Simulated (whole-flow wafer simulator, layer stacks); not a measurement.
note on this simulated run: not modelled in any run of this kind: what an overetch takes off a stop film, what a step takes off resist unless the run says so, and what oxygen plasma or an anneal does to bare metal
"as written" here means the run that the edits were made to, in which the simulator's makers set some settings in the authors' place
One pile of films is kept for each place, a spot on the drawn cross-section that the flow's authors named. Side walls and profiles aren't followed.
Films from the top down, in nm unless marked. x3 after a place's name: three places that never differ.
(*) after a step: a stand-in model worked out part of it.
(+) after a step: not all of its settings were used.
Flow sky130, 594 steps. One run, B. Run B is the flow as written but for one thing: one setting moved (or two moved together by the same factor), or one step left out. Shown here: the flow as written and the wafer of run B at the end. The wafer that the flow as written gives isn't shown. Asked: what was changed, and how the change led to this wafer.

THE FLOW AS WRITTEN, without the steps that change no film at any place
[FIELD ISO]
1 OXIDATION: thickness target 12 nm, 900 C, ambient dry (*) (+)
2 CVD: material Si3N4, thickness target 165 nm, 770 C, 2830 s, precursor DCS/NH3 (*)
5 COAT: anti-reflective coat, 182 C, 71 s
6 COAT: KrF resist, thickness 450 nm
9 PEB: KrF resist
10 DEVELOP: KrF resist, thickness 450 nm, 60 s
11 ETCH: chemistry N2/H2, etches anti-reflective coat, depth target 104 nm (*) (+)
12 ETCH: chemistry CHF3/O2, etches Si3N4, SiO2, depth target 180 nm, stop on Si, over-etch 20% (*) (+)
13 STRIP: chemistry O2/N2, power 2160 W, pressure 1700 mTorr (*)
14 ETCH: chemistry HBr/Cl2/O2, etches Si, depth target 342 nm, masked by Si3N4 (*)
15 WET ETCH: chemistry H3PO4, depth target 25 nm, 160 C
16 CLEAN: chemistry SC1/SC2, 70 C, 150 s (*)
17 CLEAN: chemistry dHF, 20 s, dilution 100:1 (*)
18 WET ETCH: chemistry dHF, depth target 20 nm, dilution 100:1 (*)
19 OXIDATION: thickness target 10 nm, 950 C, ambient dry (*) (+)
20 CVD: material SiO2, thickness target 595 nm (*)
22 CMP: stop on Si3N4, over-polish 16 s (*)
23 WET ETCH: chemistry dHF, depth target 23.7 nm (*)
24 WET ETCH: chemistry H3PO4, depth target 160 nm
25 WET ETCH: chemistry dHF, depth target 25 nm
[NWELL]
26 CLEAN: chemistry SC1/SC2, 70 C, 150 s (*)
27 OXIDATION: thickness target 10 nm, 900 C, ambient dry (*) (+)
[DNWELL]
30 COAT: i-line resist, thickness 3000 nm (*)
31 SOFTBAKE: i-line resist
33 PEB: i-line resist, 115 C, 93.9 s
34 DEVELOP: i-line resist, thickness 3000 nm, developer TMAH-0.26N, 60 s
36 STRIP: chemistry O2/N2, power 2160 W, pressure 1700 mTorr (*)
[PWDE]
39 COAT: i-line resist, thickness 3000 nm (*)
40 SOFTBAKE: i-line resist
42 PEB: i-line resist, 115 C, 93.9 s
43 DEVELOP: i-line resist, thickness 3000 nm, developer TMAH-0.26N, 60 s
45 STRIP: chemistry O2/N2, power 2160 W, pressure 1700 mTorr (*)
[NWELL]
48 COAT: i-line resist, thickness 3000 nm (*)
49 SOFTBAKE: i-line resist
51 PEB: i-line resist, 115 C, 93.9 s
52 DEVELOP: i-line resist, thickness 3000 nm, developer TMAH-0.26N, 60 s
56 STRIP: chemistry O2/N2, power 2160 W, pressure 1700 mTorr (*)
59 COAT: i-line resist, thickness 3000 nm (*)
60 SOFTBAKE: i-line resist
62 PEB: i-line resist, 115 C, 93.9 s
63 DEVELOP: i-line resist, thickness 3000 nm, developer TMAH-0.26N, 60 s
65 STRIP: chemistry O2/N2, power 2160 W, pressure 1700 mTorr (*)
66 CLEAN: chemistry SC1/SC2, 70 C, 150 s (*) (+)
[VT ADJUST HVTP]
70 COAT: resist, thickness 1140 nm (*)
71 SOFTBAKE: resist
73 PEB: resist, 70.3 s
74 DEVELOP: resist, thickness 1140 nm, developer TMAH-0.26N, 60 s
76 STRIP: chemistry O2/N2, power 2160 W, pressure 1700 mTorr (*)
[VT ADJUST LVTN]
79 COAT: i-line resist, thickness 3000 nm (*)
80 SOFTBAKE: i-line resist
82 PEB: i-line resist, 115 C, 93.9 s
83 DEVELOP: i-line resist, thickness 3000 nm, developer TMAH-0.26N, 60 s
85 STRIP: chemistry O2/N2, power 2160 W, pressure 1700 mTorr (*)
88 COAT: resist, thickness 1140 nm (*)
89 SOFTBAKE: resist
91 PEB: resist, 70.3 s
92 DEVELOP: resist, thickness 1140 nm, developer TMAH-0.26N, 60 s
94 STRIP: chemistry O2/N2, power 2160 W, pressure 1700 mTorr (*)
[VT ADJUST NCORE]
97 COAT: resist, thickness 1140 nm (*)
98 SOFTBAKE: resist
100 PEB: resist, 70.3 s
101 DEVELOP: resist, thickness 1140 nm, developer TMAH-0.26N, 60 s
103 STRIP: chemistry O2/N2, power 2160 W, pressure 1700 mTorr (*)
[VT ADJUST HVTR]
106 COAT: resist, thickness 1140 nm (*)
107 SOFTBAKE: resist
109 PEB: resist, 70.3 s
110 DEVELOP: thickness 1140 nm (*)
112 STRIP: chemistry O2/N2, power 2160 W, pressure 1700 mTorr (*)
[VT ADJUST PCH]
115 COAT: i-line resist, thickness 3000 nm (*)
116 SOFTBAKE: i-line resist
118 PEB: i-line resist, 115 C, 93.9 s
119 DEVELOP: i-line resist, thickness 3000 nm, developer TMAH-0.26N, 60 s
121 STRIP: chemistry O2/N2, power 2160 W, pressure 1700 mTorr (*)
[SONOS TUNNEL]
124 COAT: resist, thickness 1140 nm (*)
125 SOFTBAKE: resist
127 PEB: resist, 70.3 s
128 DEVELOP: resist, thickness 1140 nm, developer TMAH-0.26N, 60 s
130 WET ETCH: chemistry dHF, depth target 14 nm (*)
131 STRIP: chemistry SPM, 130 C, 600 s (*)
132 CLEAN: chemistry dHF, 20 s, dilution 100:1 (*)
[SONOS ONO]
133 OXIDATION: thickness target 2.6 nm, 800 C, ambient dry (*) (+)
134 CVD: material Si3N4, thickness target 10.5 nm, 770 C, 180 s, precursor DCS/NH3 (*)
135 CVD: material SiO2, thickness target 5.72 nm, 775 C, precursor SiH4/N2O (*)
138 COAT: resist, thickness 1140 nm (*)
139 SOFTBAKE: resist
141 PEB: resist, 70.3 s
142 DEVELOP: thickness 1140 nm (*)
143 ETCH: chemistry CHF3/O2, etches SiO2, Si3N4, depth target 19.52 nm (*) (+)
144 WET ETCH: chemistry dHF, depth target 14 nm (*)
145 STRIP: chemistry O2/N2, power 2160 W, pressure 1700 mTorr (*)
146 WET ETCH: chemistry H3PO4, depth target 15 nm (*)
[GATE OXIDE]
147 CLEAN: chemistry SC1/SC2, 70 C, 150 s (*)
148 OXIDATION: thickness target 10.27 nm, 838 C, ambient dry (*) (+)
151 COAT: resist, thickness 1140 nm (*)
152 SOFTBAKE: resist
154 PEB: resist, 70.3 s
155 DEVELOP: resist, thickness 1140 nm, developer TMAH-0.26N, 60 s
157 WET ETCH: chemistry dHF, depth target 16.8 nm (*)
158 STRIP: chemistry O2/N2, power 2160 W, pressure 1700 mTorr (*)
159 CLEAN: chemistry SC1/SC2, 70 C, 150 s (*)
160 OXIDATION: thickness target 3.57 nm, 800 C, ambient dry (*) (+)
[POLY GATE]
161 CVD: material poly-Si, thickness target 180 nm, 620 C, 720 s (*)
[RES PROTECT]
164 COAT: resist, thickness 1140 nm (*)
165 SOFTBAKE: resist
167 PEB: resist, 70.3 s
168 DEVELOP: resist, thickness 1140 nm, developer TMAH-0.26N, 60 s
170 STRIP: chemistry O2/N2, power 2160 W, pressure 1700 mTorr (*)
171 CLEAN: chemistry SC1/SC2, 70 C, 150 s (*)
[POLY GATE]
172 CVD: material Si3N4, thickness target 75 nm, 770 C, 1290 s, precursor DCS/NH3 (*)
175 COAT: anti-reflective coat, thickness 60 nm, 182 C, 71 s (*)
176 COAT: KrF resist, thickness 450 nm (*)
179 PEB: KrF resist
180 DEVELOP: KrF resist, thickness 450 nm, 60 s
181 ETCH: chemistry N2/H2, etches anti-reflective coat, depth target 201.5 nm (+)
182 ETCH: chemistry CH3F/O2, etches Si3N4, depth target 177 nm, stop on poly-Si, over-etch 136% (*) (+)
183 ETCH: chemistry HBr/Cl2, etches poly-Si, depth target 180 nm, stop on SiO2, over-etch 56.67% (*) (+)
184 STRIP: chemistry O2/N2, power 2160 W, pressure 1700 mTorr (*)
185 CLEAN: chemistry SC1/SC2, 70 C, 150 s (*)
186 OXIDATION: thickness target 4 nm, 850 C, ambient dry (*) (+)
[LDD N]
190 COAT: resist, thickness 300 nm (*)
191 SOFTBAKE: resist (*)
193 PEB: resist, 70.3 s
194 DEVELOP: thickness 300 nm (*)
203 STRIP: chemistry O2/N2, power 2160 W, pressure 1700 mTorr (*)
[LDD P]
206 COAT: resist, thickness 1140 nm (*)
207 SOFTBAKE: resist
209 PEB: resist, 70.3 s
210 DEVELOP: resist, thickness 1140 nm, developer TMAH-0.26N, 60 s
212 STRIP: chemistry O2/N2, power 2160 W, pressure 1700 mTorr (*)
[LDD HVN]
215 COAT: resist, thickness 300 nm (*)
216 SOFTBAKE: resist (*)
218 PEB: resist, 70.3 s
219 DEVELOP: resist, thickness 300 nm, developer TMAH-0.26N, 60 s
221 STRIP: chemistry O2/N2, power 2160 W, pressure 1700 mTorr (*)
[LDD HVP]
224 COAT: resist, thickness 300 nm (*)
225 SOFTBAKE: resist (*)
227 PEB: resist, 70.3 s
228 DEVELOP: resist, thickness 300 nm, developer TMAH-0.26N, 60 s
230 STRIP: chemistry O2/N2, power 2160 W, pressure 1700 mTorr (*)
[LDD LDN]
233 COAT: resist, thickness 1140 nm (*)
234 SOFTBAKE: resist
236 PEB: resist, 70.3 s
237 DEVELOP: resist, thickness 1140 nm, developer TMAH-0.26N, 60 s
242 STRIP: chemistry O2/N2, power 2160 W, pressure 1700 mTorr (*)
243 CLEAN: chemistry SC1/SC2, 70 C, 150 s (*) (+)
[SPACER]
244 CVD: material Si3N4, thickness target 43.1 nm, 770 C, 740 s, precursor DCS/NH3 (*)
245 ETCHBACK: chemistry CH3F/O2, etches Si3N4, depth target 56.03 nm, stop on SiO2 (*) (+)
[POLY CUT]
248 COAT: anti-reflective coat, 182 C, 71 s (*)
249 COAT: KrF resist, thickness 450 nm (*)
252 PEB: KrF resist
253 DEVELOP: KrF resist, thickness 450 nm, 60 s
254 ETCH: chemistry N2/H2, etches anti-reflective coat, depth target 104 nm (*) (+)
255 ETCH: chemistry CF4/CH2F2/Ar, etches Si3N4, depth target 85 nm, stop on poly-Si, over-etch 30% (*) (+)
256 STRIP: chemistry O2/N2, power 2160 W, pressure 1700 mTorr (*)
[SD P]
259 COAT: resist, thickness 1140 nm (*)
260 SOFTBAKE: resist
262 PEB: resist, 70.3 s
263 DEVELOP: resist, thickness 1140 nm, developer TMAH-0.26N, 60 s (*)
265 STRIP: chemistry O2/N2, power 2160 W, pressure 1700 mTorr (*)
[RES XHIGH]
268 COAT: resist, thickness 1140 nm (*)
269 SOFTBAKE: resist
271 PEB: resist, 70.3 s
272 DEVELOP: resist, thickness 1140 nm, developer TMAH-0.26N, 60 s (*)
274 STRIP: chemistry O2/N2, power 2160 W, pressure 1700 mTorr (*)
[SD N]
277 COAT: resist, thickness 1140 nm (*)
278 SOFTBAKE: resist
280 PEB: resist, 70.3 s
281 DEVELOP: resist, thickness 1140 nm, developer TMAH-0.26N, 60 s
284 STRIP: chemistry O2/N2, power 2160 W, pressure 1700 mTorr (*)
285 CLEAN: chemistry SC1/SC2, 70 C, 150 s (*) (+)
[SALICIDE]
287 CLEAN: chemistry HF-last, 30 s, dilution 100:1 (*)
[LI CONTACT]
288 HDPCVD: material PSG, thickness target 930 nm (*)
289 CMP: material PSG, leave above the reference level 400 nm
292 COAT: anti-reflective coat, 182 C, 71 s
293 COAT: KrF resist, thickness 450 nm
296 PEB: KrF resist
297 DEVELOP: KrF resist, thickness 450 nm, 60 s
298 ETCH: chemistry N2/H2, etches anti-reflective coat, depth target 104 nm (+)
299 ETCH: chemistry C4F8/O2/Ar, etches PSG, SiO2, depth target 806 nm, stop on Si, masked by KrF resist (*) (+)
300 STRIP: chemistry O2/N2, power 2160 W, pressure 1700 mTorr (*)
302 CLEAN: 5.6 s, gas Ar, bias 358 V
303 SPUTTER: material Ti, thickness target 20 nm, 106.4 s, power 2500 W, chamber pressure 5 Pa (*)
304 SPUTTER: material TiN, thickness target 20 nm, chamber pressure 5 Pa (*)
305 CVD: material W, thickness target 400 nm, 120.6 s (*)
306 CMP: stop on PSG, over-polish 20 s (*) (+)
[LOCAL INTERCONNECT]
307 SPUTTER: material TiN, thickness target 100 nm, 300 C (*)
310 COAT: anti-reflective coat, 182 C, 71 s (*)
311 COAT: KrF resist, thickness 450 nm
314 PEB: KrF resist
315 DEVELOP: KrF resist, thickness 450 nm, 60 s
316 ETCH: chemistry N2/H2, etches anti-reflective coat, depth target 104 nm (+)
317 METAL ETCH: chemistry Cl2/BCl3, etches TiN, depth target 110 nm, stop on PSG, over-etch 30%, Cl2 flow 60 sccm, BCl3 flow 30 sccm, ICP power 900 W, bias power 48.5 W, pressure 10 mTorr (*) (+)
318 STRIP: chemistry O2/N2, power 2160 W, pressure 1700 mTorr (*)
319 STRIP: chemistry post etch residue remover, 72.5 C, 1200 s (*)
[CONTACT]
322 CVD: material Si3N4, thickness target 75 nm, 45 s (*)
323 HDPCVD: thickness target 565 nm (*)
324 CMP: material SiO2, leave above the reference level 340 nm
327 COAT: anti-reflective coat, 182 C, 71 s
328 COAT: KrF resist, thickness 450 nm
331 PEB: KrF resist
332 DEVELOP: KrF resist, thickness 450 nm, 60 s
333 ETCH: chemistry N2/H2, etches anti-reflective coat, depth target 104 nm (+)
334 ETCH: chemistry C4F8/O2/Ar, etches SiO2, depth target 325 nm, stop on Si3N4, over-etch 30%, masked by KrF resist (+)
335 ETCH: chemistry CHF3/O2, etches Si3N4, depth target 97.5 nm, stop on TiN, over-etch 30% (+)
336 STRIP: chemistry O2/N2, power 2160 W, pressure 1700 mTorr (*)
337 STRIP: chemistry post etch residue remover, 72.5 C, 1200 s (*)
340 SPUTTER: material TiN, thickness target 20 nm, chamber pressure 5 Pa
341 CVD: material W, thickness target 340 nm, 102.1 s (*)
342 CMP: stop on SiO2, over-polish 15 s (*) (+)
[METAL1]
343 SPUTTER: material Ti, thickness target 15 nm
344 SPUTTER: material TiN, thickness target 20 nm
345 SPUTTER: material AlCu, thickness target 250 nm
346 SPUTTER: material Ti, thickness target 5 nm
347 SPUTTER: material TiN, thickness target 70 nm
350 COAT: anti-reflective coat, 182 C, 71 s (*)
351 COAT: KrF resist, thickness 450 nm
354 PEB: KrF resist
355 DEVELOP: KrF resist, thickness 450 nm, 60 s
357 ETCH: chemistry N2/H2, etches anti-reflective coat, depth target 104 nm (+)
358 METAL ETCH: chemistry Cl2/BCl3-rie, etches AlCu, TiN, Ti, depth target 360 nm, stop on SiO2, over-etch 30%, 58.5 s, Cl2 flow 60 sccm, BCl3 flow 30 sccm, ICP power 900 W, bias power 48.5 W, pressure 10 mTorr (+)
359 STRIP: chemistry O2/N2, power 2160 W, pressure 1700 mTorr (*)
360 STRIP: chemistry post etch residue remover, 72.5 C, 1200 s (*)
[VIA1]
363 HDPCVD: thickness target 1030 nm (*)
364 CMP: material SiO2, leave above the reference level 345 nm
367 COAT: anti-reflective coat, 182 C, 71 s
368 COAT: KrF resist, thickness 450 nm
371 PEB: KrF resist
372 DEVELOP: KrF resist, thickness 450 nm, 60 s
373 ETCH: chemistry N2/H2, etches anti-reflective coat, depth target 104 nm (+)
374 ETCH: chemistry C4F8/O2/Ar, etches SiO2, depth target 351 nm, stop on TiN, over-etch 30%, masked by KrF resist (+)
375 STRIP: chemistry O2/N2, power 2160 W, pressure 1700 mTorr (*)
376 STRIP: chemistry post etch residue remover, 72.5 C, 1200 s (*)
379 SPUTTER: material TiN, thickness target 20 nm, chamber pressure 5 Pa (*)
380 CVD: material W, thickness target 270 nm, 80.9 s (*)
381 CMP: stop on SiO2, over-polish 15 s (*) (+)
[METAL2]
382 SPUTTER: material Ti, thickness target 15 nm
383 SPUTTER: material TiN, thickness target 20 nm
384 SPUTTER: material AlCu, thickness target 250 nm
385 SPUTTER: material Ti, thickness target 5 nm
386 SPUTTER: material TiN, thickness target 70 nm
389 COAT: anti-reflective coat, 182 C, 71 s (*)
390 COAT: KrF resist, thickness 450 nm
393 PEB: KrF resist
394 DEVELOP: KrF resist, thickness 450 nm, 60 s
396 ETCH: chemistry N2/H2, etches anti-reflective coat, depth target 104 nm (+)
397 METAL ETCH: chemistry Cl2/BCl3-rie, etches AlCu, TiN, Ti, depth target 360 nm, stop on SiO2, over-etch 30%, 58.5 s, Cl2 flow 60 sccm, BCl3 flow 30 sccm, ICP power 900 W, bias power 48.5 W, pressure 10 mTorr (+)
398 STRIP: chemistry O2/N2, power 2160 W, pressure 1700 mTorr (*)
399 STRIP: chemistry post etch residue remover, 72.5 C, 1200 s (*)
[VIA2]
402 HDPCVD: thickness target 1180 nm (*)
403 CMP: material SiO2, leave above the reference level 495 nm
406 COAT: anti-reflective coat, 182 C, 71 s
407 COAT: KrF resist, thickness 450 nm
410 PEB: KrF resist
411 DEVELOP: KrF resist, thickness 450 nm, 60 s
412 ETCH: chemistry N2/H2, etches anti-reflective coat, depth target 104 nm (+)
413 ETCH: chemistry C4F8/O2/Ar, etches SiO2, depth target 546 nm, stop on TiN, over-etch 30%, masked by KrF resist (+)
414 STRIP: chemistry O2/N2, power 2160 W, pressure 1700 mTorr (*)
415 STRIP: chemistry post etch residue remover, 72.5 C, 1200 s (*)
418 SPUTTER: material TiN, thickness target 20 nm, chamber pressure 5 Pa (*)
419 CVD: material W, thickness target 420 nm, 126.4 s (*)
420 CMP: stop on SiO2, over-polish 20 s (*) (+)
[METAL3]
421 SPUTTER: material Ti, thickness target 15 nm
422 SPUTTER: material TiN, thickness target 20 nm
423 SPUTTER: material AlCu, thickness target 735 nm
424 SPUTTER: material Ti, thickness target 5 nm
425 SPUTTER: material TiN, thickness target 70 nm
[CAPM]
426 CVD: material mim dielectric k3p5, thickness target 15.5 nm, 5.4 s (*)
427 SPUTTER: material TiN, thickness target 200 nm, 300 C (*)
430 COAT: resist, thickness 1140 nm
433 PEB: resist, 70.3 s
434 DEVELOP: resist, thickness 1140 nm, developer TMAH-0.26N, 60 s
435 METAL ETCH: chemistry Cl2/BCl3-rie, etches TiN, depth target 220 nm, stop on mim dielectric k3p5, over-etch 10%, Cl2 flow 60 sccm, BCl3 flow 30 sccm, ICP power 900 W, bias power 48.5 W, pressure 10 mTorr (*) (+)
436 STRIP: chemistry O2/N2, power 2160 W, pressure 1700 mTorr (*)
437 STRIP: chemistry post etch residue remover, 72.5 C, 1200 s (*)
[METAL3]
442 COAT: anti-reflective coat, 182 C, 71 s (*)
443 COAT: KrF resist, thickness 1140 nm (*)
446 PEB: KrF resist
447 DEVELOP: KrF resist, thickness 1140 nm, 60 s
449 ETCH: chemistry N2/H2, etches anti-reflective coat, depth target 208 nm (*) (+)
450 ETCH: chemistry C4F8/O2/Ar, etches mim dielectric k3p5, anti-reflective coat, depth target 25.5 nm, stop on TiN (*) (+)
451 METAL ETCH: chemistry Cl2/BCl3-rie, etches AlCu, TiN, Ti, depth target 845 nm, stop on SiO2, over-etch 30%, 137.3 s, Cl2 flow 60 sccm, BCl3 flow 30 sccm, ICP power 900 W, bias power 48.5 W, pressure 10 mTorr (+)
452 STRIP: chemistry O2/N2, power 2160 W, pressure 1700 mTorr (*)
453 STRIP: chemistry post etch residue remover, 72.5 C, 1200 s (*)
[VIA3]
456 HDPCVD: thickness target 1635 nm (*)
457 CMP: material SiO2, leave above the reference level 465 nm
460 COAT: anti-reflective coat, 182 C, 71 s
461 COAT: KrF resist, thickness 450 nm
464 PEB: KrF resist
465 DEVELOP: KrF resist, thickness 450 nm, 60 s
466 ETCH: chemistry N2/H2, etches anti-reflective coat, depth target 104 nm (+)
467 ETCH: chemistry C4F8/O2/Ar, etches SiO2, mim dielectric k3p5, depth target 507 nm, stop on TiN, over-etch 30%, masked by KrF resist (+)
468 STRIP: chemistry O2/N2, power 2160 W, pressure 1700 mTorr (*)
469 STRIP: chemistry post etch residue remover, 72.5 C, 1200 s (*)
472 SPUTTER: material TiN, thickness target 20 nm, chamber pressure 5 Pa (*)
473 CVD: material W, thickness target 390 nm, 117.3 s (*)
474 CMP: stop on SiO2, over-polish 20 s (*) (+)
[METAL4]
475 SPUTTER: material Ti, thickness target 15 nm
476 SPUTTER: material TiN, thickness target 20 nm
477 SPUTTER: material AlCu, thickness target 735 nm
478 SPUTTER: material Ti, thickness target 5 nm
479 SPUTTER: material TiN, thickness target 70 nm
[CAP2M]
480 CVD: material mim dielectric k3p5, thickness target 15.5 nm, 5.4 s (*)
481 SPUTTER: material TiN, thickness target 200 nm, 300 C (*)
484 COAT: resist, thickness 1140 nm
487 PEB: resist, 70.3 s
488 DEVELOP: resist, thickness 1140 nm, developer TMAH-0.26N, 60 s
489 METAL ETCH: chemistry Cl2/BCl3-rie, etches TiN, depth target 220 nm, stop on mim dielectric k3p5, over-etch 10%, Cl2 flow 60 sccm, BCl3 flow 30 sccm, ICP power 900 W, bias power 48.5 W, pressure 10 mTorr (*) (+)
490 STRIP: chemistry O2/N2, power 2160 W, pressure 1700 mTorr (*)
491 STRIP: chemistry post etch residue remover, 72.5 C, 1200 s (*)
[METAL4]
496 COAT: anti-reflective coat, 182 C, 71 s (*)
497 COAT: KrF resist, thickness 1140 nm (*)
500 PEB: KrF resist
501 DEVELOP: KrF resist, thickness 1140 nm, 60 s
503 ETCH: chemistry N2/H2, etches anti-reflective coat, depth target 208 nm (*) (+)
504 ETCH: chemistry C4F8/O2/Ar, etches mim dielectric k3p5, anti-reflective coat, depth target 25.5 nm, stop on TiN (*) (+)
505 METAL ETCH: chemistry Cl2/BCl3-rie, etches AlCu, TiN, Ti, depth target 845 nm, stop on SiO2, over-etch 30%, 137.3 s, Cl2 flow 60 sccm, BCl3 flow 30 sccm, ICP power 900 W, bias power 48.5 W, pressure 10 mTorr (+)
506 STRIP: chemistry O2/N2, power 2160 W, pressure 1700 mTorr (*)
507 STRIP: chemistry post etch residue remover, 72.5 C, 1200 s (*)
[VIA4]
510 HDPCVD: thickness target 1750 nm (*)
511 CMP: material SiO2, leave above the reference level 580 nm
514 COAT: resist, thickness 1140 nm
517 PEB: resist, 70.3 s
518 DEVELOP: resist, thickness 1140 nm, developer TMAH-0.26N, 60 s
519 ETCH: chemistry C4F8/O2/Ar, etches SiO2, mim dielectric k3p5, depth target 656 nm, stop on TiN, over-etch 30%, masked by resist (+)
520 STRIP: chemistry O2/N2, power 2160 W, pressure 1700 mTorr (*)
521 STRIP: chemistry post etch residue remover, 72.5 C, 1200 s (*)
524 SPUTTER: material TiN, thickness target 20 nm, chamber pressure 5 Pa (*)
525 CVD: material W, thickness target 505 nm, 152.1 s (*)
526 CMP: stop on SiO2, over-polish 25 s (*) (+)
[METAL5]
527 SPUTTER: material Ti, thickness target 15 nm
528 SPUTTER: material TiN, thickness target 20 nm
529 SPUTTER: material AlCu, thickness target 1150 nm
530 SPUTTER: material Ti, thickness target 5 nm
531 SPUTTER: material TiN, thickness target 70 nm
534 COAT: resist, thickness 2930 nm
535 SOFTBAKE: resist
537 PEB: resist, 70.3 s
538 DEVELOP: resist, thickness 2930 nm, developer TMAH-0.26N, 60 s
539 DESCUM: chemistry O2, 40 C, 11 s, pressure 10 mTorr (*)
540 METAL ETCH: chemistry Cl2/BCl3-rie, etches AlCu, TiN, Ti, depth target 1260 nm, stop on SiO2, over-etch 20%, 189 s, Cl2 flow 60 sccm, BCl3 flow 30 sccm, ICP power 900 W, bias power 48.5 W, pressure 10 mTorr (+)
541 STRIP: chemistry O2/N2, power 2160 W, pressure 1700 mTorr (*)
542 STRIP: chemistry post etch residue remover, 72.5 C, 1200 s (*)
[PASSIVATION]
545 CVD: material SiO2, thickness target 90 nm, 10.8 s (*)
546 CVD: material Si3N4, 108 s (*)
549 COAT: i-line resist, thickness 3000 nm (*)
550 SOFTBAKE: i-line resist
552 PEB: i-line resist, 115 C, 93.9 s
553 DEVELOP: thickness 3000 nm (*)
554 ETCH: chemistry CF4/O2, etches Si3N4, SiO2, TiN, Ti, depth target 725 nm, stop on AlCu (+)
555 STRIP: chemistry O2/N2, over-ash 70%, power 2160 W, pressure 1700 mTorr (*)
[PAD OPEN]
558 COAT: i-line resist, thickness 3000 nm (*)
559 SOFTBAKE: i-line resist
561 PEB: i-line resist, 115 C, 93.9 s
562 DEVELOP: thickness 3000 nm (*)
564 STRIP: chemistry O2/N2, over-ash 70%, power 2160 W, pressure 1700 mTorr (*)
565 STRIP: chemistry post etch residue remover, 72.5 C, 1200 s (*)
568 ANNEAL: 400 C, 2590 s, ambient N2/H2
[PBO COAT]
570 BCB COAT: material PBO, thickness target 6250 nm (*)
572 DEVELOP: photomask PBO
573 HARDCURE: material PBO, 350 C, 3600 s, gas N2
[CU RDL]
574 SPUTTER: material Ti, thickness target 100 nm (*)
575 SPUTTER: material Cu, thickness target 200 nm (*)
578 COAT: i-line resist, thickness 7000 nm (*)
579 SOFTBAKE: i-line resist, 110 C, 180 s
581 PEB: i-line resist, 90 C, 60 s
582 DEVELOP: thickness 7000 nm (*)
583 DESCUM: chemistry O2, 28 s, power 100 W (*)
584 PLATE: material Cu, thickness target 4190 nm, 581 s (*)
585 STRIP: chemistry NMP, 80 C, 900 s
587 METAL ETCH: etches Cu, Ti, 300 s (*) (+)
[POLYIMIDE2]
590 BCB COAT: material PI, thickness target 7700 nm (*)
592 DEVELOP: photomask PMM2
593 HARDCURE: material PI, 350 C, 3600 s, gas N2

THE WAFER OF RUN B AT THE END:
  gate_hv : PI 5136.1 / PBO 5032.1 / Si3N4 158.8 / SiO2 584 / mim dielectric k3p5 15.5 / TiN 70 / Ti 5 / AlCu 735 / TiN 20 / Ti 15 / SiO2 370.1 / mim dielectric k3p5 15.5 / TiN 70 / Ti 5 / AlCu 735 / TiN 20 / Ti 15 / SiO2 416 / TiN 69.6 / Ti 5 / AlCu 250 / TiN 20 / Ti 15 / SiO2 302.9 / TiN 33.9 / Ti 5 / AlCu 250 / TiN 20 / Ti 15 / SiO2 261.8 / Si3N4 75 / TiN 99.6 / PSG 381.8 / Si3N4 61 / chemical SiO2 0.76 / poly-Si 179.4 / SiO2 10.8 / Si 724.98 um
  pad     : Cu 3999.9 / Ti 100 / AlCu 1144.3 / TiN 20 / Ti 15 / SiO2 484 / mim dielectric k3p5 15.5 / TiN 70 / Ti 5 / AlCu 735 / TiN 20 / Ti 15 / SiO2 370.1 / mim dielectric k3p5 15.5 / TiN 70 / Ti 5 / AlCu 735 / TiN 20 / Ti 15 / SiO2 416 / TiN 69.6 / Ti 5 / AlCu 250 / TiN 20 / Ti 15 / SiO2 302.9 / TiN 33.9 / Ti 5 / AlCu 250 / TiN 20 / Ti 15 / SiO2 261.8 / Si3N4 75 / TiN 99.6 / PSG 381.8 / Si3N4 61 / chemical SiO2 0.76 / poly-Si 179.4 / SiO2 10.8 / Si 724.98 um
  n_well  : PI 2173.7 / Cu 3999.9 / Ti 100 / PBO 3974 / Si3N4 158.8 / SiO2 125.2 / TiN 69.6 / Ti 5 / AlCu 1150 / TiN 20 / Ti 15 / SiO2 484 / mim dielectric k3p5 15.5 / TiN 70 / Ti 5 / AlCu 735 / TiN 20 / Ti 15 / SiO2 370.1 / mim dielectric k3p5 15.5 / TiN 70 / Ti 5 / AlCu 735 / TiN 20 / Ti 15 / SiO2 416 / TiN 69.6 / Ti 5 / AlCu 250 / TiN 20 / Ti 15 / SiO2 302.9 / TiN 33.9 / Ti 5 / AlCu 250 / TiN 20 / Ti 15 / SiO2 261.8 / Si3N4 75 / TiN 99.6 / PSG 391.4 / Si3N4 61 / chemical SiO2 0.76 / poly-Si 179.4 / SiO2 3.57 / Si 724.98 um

The cause: step 347, SPUTTER: thickness target 34.3 nm was run, where the flow has thickness target 70 nm.

How the change led to this, step by step:
  347 SPUTTER: material TiN, thickness target 70 nm
      field, active, n_well and 188 more: TiN +34.3 (new film) (as written it would be: TiN +70 (new film))
  358 METAL ETCH: chemistry Cl2/BCl3-rie, etches AlCu, TiN, Ti, depth target 360 nm, stop on SiO2, over-etch 30%, 58.5 s, Cl2 flow 60 sccm, BCl3 flow 30 sccm, ICP power 900 W, bias power 48.5 W, pressure 10 mTorr (+)
      field, active, gate and 81 more: TiN -33 (all of it), Ti -5 (all of it), AlCu -250 (all of it), TiN -20 (all of it), Ti -15 (all of it), SiO2 -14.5 (as written it would be: TiN -68.7 (all of it), Ti -5 (all of it), AlCu -250 (all of it), TiN -20 (all of it), Ti -15 (all of it), SiO2 -10.9)
  364 CMP: material SiO2, leave above the reference level 345 nm
      n_well, p_well, gate_hv and 100 more: SiO2 -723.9 (as written it would be: SiO2 -759.6)
      poly_licon, ndiff_licon, ndiff_licon_cpp, rpo_hd_licon: SiO2 -723.3 (as written it would be: SiO2 -759)
  374 ETCH: chemistry C4F8/O2/Ar, etches SiO2, depth target 351 nm, stop on TiN, over-etch 30%, masked by KrF resist (+)
      m1, via1_hole: SiO2 -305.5 (all of it) (as written it would be: SiO2 -269.8 (all of it))
  379 SPUTTER: material TiN, thickness target 20 nm, chamber pressure 5 Pa (*)
      m1: TiN +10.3 (as written it would be: TiN +11)
      via1_hole: TiN +10.3 (as written it would be: TiN +10.9)
  380 CVD: material W, thickness target 270 nm, 80.9 s (*)
      m1, via1_hole: W +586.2 (new film) (as written it would be: W +549.9 (new film))
